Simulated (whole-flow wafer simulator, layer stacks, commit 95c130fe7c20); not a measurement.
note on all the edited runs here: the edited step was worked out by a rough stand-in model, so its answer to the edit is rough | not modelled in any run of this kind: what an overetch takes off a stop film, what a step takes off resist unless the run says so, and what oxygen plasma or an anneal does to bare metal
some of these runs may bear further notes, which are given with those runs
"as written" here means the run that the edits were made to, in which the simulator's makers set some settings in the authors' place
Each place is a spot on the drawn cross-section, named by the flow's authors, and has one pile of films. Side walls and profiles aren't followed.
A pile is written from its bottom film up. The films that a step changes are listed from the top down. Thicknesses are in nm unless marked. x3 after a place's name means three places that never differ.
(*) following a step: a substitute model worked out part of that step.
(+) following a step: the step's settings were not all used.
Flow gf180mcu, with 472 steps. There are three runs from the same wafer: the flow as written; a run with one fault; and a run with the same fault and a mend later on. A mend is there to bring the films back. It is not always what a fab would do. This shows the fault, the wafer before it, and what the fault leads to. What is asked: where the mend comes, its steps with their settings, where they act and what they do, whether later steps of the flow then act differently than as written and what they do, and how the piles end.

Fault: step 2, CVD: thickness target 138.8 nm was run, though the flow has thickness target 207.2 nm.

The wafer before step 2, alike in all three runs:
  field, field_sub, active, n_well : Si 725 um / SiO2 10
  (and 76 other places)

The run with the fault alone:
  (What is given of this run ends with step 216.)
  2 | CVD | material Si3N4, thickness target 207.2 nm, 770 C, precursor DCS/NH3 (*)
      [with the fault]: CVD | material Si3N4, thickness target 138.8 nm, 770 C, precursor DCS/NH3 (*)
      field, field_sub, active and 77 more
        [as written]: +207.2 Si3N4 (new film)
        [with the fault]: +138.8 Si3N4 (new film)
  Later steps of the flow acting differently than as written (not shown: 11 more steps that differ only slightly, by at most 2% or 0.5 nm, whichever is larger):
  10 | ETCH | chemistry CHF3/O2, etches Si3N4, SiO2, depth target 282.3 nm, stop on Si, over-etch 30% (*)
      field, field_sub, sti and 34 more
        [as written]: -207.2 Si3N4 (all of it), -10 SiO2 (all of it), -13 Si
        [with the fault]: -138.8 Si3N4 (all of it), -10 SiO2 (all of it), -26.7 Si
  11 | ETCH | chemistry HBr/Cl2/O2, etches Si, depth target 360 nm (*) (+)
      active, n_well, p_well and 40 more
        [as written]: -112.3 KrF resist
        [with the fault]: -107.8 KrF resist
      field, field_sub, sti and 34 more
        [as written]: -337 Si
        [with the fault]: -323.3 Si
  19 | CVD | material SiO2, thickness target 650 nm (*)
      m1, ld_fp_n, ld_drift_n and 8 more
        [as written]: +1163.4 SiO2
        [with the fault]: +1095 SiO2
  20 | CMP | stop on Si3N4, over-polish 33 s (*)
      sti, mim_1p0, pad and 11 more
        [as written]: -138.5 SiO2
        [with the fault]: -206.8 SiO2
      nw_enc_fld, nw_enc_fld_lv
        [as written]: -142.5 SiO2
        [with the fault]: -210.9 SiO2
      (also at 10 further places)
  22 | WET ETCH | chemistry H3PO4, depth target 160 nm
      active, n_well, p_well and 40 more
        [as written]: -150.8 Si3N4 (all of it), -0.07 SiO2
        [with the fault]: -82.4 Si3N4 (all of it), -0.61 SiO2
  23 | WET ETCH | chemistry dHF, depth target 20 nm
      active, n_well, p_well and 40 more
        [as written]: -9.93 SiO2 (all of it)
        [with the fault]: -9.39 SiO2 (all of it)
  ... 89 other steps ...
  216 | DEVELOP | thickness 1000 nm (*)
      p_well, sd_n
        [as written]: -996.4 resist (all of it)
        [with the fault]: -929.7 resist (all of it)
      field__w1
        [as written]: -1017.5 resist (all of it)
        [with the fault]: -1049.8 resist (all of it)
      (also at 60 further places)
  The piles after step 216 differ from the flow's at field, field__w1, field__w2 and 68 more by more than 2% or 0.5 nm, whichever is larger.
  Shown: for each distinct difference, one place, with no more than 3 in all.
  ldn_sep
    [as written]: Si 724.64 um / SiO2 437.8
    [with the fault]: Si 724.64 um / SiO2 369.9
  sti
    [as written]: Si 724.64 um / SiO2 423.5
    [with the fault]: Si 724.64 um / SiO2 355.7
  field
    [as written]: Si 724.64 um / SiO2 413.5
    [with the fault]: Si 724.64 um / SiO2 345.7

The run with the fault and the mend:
  The mend stands after step 9.
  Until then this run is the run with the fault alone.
  9a | STRIP | chemistry O2/N2, power 2160 W, pressure 1700 mTorr (*)
      active, n_well, p_well and 40 more
        -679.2 KrF resist (all of it)
  9b | CVD | material Si3N4, thickness target 68.36 nm, 770 C, precursor DCS/NH3 (*) (a further turn of the flow's step 2, with different settings)
      field, field_sub, active and 77 more
        +68.4 Si3N4
  9c | HMDS | 120 C, 60 s (a further turn of the flow's step 4)
      leaves every film unchanged at each place that is followed
  9d | COAT | KrF resist, thickness 700 nm (a further turn of the flow's step 5)
      field, field_sub, active and 77 more
        +700 KrF resist (new film)
  9e | SOFTBAKE | KrF resist (a further turn of the flow's step 6)
      leaves every film unchanged at each place that is followed
  9f | EXPOSE | photomask COMP (a further turn of the flow's step 7)
      leaves every film unchanged at each place that is followed
  9g | PEB | KrF resist, 135 C, 90 s (a further turn of the flow's step 8)
      field, field_sub, active and 77 more
        -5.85 KrF resist
  9h | DEVELOP | thickness 700 nm, 60 s (a further turn of the flow's step 9)
      active, n_well, p_well and 40 more
        -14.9 KrF resist
      field, field_sub, sti and 34 more
        -694.2 KrF resist (all of it)
  Later steps of the flow that are run all act as written at every place that is followed, up to a difference of at most 2% or 0.5 nm, whichever is larger.
  At every place that both follow, the piles at the end match the flow's.
